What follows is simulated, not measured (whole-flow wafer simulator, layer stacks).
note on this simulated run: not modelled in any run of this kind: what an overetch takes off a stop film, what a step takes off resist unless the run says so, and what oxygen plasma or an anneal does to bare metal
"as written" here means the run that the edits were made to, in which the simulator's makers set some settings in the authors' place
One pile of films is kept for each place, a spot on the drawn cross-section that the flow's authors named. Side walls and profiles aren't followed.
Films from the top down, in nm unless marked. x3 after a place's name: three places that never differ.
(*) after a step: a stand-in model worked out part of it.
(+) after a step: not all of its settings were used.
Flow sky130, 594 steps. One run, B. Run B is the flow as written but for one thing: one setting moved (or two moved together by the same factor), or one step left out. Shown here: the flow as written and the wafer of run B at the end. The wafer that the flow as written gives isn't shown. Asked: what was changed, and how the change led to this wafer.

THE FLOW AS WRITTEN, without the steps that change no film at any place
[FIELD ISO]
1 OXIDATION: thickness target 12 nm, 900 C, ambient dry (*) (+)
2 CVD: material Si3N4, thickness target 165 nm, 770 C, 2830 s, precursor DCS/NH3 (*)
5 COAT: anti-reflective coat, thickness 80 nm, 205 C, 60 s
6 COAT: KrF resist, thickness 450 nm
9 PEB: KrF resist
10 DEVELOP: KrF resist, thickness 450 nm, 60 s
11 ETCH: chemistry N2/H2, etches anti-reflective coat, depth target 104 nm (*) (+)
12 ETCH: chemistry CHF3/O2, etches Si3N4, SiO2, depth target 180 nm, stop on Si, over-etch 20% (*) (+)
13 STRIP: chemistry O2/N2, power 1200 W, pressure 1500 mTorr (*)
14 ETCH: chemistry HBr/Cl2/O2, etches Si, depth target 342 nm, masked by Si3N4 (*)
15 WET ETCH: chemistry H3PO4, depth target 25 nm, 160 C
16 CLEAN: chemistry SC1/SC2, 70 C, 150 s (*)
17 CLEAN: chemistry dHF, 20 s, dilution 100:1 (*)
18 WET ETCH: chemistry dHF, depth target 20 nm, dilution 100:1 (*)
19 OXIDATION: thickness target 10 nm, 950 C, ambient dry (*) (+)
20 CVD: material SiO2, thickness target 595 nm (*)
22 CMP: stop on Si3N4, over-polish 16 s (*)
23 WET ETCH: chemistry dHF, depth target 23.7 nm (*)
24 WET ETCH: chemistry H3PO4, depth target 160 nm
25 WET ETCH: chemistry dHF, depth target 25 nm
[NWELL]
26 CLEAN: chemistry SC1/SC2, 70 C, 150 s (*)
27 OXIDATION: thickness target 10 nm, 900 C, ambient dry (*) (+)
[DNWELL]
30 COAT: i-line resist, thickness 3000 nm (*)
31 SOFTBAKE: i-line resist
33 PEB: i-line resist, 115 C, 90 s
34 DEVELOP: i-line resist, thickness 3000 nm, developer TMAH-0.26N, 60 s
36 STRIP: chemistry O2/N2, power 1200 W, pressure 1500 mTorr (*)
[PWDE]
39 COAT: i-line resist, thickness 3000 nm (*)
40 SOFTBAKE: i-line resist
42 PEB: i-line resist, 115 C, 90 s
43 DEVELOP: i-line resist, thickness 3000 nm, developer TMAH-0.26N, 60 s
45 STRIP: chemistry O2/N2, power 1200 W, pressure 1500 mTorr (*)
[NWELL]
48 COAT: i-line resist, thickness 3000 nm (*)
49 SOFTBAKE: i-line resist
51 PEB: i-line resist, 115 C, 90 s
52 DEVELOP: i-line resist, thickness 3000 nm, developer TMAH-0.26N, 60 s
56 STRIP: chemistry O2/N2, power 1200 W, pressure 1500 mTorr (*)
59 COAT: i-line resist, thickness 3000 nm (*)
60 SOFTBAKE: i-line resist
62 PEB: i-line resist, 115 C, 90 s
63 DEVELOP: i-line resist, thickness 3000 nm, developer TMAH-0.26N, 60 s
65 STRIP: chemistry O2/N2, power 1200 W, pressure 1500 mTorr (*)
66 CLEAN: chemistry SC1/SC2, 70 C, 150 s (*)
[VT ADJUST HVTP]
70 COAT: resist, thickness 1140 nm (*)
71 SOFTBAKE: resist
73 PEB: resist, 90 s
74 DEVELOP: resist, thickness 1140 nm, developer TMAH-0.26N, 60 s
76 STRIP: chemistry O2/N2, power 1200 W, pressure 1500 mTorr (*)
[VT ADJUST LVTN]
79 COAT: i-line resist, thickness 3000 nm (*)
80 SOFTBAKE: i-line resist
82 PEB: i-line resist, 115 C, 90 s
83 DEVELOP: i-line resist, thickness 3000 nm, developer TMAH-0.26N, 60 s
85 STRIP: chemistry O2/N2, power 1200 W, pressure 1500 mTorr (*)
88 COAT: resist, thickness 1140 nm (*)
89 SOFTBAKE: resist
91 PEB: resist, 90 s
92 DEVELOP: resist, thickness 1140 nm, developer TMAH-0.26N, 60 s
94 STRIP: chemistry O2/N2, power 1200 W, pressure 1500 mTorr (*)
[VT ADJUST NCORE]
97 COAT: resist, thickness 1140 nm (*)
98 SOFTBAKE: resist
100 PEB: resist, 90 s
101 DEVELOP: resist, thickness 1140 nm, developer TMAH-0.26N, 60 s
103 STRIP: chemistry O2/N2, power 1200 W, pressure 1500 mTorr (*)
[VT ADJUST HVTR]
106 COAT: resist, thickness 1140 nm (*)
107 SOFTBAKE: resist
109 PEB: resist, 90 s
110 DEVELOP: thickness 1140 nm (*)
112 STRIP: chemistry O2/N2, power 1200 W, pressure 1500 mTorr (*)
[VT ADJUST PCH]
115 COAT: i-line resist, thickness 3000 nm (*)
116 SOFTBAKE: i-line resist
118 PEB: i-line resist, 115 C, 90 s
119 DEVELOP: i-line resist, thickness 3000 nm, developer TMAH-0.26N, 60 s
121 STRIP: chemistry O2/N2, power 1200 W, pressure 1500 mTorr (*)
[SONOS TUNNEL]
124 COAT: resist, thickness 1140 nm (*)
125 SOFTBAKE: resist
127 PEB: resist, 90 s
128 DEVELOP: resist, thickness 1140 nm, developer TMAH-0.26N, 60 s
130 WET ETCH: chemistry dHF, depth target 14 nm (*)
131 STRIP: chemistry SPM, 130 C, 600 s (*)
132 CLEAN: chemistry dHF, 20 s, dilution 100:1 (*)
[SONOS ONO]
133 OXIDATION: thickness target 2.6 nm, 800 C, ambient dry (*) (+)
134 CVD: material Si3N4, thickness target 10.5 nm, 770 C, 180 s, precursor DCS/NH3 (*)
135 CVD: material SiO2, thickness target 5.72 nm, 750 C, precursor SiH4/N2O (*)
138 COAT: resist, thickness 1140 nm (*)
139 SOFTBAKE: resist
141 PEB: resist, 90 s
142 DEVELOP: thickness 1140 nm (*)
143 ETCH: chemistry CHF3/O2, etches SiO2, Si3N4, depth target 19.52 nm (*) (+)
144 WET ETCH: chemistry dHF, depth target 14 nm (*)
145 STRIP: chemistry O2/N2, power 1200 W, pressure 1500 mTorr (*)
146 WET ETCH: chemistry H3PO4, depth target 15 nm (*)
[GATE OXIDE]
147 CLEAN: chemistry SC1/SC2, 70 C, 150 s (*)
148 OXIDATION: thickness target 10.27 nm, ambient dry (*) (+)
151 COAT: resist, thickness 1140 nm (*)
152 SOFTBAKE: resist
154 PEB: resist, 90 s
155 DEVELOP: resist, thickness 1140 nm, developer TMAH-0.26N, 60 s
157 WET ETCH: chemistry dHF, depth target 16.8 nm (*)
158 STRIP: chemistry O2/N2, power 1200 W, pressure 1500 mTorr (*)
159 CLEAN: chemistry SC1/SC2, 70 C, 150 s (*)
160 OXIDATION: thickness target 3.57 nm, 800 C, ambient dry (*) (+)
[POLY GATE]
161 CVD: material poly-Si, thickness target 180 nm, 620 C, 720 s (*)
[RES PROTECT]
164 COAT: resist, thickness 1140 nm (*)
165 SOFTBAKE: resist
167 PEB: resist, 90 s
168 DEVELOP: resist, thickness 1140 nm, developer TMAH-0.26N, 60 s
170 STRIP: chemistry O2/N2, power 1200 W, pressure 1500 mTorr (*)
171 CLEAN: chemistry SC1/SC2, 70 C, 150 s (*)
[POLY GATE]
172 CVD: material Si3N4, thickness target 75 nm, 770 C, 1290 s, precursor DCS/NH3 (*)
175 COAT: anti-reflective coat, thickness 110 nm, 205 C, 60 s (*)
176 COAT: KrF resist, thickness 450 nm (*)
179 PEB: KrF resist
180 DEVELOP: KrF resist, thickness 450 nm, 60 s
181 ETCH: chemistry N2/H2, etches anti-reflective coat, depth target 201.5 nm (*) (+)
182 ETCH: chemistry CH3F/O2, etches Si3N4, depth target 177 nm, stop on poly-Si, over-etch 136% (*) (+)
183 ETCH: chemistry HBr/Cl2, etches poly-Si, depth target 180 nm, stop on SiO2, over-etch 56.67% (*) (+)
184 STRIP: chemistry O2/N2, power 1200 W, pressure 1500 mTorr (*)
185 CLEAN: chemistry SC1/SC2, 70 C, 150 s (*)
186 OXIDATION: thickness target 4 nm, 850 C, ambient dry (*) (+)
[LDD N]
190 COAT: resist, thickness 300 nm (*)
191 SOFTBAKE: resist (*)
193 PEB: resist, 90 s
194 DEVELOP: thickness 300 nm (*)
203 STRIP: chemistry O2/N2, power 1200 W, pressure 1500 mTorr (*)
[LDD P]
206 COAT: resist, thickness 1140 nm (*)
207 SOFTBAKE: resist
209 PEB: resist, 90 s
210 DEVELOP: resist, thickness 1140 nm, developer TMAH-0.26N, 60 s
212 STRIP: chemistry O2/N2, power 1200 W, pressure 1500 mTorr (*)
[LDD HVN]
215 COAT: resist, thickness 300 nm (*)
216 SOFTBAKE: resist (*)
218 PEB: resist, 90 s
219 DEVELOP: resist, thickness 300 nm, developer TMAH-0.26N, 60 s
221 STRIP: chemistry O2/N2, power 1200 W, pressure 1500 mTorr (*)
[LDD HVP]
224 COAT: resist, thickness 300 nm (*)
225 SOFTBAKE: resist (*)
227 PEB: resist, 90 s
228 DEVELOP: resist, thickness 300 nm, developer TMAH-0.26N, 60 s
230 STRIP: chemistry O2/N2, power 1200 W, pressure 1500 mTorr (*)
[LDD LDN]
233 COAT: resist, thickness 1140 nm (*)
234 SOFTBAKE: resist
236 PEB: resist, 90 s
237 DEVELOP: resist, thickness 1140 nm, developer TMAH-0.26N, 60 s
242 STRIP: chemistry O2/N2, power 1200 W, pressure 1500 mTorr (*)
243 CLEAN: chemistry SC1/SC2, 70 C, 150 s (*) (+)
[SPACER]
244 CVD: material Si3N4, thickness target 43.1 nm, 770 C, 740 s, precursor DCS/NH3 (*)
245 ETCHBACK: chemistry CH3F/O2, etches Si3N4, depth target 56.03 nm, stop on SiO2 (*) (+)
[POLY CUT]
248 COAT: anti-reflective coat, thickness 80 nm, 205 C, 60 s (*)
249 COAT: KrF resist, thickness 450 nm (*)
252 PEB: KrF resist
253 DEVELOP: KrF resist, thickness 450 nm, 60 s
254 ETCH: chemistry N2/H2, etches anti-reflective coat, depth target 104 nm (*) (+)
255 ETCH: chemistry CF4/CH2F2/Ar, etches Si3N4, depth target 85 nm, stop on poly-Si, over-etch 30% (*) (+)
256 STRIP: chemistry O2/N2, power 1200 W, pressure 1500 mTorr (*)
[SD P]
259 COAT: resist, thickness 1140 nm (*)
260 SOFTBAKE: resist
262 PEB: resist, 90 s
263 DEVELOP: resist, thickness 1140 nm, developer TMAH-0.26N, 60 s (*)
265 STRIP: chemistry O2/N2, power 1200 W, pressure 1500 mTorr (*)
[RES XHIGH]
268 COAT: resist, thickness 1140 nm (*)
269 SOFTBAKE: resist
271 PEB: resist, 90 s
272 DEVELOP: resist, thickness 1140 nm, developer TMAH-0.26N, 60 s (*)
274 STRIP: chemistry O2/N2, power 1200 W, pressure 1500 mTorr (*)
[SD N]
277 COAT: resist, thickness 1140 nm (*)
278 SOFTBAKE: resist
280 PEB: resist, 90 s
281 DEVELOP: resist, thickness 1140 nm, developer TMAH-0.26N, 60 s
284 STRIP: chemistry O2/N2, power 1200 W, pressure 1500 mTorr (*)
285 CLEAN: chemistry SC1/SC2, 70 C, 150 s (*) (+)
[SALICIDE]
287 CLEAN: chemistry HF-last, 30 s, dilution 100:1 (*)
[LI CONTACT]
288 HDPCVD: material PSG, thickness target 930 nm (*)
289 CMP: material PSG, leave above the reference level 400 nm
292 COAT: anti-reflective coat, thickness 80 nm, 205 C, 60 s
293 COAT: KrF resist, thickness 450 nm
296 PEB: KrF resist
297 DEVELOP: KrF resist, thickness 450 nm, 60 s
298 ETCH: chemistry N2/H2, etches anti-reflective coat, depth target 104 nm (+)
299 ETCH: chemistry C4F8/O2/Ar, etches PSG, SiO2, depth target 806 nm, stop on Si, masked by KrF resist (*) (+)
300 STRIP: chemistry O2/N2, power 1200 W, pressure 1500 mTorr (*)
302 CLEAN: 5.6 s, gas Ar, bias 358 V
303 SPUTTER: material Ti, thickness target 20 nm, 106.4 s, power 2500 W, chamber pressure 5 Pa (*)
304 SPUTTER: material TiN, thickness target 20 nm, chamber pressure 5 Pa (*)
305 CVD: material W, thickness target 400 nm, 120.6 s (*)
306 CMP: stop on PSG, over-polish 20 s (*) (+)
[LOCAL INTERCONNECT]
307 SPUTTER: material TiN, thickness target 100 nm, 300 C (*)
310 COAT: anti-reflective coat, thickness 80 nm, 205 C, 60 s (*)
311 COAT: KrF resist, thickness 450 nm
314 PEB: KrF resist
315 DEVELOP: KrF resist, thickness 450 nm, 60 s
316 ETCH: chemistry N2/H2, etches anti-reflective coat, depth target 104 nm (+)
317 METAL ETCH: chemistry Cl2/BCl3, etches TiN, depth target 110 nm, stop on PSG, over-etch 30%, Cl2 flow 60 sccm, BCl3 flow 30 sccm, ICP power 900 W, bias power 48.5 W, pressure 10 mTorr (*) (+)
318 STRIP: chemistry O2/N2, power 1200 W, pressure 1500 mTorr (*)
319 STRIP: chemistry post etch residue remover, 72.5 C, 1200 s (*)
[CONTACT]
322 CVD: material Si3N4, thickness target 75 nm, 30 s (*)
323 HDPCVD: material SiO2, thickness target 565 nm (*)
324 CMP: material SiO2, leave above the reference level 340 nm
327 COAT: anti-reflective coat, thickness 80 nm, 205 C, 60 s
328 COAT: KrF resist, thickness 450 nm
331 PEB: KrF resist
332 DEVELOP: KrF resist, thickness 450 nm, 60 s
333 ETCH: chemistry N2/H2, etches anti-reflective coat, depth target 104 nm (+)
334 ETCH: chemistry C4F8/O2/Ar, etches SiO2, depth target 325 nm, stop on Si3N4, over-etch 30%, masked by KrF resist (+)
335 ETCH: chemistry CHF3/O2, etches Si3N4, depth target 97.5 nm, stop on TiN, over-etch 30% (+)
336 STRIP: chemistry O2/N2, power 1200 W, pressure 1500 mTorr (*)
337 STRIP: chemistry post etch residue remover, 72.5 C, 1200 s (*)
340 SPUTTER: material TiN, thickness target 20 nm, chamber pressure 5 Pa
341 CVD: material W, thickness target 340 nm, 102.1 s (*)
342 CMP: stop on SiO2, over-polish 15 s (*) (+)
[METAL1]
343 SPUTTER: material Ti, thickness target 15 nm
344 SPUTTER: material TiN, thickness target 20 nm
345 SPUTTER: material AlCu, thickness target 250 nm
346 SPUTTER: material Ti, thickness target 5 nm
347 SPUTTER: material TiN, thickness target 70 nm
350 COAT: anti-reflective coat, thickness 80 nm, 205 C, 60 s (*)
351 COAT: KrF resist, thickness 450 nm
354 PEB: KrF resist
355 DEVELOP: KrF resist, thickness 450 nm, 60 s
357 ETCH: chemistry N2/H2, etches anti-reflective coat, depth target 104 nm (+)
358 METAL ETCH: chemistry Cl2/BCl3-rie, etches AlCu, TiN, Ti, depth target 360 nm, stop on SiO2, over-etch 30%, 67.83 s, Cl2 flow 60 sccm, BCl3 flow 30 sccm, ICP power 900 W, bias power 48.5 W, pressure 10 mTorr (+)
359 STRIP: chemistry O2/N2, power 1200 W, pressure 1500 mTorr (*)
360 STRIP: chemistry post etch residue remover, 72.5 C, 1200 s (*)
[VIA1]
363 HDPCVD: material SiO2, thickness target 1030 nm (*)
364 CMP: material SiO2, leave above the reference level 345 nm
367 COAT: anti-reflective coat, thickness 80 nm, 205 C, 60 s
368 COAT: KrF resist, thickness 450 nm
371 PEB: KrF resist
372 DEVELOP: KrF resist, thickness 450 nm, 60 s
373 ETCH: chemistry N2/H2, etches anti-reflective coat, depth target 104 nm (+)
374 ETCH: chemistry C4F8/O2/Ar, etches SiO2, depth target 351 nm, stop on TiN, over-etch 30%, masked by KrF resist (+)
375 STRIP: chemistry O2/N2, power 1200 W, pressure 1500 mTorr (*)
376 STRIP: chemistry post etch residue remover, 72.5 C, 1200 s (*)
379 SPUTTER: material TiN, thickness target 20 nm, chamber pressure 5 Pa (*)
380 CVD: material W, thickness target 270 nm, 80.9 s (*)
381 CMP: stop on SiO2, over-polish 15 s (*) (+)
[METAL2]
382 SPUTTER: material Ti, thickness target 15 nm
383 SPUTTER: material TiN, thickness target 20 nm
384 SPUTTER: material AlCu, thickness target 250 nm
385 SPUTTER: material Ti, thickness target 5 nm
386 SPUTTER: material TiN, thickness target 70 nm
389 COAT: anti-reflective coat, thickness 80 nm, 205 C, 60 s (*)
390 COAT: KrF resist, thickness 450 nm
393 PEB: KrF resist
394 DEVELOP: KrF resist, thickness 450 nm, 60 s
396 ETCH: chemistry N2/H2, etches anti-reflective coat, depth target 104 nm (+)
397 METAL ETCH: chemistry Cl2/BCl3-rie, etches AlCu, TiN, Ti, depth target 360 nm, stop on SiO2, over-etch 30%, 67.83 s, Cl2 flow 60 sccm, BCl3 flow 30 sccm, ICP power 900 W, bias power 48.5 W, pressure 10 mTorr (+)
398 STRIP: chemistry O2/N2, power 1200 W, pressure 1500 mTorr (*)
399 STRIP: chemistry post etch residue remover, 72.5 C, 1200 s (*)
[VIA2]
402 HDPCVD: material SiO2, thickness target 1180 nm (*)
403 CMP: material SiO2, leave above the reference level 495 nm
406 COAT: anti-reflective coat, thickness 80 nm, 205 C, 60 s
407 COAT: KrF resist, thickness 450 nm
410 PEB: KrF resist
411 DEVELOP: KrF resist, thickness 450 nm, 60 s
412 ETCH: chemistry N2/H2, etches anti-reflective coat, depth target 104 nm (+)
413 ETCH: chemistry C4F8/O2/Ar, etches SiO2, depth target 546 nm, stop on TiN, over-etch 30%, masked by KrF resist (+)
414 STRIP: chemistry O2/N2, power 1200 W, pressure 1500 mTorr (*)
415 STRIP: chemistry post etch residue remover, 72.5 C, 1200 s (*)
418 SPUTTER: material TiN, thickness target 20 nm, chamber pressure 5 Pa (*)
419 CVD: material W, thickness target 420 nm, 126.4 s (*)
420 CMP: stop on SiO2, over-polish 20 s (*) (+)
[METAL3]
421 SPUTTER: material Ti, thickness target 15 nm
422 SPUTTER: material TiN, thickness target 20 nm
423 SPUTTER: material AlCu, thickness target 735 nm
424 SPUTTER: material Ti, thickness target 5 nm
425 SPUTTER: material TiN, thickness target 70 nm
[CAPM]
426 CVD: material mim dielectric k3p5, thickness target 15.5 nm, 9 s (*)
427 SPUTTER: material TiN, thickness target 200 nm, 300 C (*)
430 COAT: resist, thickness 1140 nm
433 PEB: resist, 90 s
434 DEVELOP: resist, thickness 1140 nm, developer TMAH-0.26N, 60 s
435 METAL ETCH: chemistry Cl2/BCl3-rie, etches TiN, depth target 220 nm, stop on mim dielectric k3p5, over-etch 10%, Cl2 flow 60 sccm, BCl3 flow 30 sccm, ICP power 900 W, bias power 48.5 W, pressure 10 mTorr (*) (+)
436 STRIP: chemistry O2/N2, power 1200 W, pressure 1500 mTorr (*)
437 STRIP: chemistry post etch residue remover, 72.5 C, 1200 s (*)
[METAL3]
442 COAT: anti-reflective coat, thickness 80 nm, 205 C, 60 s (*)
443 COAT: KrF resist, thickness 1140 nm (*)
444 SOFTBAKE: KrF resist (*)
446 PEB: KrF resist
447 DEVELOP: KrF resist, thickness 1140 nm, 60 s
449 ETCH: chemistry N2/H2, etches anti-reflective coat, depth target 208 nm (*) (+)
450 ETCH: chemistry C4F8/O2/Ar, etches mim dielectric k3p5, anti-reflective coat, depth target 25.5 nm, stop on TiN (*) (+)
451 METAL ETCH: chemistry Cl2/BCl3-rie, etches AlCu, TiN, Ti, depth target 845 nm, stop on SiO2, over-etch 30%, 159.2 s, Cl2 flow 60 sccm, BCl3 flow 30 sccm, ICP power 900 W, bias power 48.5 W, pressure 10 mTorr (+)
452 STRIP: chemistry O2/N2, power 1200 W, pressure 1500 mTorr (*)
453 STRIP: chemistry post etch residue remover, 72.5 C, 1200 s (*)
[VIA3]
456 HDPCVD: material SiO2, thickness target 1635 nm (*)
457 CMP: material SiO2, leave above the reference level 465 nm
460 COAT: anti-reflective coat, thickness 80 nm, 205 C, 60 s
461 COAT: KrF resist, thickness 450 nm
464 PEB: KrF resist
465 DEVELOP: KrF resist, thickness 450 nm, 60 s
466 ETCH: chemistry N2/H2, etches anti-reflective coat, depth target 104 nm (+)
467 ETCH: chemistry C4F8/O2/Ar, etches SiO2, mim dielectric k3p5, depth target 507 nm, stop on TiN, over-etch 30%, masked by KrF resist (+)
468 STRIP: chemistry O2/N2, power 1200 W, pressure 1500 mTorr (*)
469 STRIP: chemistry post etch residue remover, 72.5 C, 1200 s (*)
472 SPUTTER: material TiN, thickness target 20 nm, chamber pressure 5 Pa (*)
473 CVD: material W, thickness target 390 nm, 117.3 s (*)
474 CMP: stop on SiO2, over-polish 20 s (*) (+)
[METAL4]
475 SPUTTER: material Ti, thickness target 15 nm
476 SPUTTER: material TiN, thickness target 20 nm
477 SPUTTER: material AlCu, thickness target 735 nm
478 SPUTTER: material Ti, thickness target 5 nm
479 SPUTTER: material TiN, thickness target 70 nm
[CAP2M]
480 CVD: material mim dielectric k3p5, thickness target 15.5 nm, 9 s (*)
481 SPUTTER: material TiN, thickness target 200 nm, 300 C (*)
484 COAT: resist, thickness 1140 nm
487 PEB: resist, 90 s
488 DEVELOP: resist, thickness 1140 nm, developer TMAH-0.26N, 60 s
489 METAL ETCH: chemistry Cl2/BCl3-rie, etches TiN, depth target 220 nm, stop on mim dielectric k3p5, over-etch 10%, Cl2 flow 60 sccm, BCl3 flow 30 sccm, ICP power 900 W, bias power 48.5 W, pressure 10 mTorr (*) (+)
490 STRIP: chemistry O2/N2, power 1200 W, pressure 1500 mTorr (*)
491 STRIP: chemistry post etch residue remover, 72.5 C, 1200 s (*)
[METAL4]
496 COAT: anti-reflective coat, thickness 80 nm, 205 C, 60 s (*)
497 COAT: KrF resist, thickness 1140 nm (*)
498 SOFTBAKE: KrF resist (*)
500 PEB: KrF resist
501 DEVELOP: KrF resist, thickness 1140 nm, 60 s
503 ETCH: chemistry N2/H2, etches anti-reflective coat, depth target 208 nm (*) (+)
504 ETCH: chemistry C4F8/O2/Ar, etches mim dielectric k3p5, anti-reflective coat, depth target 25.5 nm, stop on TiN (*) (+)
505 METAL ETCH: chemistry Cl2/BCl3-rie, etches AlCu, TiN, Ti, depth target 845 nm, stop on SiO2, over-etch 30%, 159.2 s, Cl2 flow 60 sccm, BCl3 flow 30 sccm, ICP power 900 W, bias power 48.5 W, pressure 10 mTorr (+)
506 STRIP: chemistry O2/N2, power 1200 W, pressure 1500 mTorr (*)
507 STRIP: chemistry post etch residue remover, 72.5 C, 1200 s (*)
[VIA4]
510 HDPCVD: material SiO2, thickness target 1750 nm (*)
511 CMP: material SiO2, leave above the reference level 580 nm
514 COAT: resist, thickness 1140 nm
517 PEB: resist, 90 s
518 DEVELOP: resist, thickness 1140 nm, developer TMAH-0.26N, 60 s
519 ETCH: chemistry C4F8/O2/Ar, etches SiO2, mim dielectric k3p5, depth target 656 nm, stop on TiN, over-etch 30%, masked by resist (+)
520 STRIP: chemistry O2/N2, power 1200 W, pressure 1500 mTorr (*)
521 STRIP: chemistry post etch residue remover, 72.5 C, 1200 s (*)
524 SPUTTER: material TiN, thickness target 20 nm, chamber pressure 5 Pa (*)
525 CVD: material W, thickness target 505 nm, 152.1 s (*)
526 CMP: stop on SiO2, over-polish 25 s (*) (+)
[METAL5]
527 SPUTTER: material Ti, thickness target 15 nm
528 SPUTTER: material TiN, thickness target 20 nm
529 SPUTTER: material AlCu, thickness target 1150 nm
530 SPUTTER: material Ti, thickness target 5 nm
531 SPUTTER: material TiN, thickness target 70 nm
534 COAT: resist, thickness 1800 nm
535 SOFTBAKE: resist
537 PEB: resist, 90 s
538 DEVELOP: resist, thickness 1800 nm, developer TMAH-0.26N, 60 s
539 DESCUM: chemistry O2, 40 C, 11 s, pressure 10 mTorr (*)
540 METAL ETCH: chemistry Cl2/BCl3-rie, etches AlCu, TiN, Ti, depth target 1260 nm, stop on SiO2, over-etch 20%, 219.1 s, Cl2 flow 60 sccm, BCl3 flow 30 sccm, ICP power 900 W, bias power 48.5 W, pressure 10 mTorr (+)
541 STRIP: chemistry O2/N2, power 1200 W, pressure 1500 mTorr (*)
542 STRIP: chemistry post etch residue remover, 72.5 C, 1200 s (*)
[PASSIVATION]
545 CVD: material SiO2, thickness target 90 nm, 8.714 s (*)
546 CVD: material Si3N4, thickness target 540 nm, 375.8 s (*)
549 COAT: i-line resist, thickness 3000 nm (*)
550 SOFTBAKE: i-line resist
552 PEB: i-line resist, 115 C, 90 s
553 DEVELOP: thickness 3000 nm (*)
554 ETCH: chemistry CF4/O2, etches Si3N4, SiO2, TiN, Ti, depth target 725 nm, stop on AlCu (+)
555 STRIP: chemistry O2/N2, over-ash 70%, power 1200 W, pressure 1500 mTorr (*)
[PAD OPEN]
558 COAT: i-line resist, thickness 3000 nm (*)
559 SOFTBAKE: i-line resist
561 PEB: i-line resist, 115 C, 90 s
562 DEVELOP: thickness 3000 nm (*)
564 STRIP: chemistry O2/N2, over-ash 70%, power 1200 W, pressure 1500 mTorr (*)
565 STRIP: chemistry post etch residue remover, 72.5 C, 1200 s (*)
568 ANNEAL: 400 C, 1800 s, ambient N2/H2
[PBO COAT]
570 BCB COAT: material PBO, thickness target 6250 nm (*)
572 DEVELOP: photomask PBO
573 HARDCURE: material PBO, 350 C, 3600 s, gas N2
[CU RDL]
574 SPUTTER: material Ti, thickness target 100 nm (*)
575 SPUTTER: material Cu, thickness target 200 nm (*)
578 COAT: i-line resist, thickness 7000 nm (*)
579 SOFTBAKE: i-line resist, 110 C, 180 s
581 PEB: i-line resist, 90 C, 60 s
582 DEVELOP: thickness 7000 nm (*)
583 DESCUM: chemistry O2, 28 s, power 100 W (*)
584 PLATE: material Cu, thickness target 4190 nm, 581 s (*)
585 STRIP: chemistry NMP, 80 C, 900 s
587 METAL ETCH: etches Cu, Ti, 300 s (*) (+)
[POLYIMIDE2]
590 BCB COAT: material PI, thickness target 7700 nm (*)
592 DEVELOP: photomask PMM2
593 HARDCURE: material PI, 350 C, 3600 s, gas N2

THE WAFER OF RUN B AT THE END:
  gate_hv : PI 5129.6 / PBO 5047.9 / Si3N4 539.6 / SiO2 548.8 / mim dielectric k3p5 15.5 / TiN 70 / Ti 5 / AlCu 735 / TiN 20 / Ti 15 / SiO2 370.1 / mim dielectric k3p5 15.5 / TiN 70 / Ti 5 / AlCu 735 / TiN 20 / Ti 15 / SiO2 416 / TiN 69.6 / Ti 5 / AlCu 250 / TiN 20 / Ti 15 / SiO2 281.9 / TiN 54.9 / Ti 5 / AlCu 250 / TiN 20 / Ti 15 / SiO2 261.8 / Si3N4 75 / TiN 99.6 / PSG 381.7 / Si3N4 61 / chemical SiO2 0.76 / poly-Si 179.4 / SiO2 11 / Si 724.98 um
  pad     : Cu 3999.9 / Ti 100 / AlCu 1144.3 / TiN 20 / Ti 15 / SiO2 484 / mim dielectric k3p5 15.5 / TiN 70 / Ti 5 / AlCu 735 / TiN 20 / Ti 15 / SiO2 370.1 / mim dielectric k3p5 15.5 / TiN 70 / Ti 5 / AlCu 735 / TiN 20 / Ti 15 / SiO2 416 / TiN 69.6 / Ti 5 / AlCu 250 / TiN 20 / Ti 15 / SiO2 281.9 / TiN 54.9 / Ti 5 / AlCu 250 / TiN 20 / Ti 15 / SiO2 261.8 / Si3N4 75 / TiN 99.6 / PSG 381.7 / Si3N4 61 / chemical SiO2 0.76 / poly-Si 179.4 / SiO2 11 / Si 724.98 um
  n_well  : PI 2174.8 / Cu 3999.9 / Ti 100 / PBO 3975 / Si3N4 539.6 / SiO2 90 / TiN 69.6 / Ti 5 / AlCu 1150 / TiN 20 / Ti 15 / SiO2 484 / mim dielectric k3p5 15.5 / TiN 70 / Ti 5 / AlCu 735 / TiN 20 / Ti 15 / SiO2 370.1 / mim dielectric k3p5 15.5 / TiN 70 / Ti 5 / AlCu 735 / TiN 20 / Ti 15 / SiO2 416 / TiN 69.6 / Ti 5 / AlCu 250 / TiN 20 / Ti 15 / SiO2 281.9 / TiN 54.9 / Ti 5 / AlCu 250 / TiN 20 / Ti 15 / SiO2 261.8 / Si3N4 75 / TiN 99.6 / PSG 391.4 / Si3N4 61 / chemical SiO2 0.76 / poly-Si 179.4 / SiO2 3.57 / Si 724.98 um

The cause: step 347, SPUTTER: thickness target 55.3 nm was run, where the flow has thickness target 70 nm.

How the change led to this, step by step:
  347 SPUTTER: material TiN, thickness target 70 nm
      field, active, n_well and 188 more: TiN +55.3 (new film) (as written it would be: TiN +70 (new film))
  358 METAL ETCH: chemistry Cl2/BCl3-rie, etches AlCu, TiN, Ti, depth target 360 nm, stop on SiO2, over-etch 30%, 67.83 s, Cl2 flow 60 sccm, BCl3 flow 30 sccm, ICP power 900 W, bias power 48.5 W, pressure 10 mTorr (+)
      field, active, gate and 81 more: TiN -54 (all of it), Ti -5 (all of it), AlCu -250 (all of it), TiN -20 (all of it), Ti -15 (all of it), SiO2 -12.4 (as written it would be: TiN -68.7 (all of it), Ti -5 (all of it), AlCu -250 (all of it), TiN -20 (all of it), Ti -15 (all of it), SiO2 -10.9)
  374 ETCH: chemistry C4F8/O2/Ar, etches SiO2, depth target 351 nm, stop on TiN, over-etch 30%, masked by KrF resist (+)
      m1, via1_hole: SiO2 -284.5 (all of it) (as written it would be: SiO2 -269.8 (all of it))
  380 CVD: material W, thickness target 270 nm, 80.9 s (*)
      m1: W +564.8 (new film) (as written it would be: W +549.9 (new film))
      via1_hole: W +564.9 (new film) (as written it would be: W +549.9 (new film))
